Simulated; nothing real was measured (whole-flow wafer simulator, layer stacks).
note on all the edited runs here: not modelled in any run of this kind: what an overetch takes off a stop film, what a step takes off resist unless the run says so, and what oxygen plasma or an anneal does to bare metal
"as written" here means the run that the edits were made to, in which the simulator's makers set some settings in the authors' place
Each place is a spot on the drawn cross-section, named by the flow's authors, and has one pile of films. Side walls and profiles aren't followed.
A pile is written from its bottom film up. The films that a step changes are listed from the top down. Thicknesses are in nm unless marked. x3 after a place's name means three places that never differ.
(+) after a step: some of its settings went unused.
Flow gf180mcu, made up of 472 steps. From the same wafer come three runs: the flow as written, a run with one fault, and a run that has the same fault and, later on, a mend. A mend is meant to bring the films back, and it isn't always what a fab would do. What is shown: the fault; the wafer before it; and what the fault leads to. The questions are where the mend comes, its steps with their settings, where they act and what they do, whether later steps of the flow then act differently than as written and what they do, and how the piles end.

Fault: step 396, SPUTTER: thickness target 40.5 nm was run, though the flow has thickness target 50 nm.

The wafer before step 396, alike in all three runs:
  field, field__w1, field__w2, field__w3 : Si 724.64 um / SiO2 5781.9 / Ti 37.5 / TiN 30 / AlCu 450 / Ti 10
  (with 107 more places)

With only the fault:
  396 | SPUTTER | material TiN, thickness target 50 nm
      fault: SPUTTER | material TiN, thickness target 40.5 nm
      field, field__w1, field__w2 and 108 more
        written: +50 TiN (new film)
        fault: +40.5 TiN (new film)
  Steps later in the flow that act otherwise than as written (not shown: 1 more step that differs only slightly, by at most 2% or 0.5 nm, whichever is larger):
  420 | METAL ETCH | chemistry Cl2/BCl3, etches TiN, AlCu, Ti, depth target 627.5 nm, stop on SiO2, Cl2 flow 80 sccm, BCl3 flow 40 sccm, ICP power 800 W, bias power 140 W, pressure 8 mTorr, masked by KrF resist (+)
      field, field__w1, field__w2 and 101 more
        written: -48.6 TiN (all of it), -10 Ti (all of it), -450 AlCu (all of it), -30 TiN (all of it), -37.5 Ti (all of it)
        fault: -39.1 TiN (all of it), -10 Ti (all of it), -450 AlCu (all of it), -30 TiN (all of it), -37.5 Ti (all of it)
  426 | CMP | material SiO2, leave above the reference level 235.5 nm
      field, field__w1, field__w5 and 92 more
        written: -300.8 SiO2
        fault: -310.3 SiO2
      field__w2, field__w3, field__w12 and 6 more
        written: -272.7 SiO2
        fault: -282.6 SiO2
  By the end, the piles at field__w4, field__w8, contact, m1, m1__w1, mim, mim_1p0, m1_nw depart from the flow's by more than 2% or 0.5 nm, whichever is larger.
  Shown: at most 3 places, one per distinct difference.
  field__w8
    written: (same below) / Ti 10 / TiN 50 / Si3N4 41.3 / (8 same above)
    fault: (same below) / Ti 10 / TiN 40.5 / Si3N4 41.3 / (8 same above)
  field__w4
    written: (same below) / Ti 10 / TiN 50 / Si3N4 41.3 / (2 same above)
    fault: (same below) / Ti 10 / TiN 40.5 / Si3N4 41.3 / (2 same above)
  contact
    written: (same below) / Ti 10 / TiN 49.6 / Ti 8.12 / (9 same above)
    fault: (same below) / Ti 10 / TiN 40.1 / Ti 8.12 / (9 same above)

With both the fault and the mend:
  After step 396 comes the mend.
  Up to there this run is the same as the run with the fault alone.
  396a | SPUTTER | material TiN, thickness target 9.5 nm (the flow's step 396, run once more with other settings)
      field, field__w1, field__w2 and 108 more
        +9.5 TiN
  Every later step of the flow that is run acts as written at every place that is followed.
  The piles end the same as the flow's at every place that both follow.
